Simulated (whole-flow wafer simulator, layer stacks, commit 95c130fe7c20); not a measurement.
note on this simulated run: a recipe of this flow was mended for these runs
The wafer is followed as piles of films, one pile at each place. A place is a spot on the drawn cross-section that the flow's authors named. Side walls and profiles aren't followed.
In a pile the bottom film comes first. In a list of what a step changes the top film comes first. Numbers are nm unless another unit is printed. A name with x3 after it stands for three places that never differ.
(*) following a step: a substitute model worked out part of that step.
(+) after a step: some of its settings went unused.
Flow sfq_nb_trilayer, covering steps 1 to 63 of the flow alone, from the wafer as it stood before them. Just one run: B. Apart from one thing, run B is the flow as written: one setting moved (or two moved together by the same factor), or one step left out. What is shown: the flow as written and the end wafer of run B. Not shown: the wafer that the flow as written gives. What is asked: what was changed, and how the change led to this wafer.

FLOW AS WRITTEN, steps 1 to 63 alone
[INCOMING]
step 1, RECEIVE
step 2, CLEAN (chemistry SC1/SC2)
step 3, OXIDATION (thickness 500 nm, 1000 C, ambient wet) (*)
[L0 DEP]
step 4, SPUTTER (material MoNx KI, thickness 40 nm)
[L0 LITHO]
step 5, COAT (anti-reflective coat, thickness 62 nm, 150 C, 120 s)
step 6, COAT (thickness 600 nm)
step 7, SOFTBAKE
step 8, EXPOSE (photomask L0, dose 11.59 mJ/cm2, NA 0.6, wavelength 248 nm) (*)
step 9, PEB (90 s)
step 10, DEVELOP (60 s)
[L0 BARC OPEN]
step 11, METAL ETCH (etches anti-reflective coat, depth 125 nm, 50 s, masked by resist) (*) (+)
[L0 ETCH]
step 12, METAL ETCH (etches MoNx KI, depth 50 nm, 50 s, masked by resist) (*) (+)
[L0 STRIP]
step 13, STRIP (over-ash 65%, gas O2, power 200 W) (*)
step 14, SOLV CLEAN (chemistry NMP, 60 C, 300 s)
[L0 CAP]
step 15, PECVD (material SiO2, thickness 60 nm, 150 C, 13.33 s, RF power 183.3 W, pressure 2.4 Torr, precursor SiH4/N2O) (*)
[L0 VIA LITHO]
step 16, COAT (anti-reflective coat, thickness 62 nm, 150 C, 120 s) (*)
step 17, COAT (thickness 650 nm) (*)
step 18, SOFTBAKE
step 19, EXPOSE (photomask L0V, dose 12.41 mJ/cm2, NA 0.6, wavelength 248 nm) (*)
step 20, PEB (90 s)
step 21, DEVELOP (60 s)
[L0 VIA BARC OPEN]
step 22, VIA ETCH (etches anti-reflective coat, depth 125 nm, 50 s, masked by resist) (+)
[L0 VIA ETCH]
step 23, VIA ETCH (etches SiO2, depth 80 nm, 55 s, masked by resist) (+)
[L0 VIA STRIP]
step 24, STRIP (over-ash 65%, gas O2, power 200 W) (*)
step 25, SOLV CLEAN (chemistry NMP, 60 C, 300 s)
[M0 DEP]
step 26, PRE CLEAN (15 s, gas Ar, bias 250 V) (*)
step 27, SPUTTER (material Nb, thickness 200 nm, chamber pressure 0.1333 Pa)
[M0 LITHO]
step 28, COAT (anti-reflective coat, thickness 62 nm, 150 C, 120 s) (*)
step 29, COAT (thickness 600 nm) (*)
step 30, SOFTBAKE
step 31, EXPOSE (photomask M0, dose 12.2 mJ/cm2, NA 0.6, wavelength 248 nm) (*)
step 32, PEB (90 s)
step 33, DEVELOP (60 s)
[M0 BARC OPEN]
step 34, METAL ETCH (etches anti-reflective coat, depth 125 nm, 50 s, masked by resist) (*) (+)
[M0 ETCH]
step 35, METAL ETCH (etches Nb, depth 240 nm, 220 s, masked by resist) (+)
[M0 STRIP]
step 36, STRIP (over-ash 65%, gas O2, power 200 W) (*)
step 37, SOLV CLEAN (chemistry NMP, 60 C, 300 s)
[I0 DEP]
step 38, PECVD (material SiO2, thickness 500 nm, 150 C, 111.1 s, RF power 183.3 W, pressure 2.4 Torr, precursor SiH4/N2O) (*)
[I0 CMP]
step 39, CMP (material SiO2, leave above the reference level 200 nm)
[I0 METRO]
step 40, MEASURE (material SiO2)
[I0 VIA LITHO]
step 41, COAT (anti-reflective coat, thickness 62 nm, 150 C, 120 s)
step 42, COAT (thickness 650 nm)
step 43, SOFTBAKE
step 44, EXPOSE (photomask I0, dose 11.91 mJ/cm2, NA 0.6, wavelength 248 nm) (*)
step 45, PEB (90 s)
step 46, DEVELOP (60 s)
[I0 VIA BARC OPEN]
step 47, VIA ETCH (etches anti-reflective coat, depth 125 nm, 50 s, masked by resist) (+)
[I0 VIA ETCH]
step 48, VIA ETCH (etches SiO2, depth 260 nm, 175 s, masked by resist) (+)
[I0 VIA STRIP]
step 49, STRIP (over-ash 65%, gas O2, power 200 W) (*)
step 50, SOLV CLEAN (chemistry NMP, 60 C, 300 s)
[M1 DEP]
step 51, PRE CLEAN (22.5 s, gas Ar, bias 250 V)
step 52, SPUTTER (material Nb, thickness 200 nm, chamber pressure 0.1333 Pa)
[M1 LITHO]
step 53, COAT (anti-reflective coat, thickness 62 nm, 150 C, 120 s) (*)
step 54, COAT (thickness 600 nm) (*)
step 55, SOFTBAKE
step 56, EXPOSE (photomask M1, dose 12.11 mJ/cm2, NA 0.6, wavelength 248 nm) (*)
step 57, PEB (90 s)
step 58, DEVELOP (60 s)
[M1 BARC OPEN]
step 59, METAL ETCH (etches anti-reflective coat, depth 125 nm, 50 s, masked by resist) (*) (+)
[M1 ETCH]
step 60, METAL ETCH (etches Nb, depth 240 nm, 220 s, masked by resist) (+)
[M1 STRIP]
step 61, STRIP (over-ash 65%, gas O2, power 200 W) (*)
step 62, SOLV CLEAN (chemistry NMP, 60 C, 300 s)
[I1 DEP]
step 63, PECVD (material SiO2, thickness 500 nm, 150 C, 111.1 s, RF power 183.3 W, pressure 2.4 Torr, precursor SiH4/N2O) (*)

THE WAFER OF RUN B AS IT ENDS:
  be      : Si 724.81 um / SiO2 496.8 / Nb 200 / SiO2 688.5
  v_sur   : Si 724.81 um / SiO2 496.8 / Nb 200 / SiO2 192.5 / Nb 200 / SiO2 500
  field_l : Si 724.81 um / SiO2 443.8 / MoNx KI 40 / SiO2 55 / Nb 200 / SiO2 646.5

The reason: step 3, OXIDATION: thickness 443.8 nm was run, though the flow has thickness 500 nm.
The wafer lets one read it off: field_l has SiO2 443.8, and step 3 as written asks for 500 nm.

How this came from the change, step by step:
  step 3, OXIDATION (thickness 500 nm, 1000 C, ambient wet) (*)
      field_l, v_sur, via_wl and 103 more: SiO2 gains 443.8 (new film), chemical SiO2 loses 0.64 (all of it), Si loses 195 (as written it would have been: SiO2 gains 500 (new film), chemical SiO2 loses 0.64 (all of it), Si loses 219.7)
